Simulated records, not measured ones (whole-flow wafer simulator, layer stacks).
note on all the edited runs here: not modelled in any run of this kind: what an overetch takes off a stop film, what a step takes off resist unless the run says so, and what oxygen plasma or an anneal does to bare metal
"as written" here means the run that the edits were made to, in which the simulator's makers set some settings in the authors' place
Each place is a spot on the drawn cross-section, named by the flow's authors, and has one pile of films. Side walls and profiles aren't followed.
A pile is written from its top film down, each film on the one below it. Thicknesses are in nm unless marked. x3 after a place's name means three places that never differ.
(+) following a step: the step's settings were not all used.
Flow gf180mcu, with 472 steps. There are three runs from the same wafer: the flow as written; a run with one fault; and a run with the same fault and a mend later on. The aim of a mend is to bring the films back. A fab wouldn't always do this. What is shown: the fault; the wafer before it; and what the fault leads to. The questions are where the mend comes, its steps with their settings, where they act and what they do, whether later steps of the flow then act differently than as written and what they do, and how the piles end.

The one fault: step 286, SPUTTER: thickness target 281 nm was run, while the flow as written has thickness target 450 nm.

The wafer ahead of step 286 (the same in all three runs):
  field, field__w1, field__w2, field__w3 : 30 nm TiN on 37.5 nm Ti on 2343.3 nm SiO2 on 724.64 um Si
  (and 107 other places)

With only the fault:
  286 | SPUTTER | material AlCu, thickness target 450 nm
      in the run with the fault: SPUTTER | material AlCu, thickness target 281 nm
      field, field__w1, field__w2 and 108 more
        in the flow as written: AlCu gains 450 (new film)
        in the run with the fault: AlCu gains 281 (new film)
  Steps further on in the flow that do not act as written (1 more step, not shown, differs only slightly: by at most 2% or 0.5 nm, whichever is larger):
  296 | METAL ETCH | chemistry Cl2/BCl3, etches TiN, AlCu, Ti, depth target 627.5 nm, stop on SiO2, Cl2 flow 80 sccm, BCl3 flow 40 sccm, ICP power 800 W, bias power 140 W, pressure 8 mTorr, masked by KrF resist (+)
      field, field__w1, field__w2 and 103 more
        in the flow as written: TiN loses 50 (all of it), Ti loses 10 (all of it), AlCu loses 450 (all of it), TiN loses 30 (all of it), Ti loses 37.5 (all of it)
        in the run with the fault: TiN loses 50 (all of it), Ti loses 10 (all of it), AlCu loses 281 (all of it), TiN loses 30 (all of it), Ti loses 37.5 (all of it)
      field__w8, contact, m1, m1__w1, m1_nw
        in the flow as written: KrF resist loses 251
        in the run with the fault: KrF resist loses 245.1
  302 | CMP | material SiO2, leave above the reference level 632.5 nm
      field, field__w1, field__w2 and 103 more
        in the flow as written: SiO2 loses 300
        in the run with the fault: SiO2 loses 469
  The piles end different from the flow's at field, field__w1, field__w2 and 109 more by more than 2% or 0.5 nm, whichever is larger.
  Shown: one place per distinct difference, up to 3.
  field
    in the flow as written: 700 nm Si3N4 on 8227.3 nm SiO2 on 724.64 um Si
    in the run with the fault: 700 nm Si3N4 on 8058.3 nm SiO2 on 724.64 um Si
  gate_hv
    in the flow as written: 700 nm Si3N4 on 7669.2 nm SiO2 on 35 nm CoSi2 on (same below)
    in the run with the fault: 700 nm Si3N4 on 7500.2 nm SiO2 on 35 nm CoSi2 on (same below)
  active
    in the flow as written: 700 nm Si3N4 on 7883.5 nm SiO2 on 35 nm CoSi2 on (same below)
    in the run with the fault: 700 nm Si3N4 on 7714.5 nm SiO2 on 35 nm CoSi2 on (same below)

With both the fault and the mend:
  The mend stands after step 286.
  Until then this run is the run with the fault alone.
  286a | SPUTTER | material AlCu, thickness target 169 nm (the flow's step 286 again, with other settings)
      field, field__w1, field__w2 and 108 more
        AlCu gains 169
  Every later step of the flow that is run acts as written at every place that is followed.
  The piles end the same as the flow's at every place that both follow.
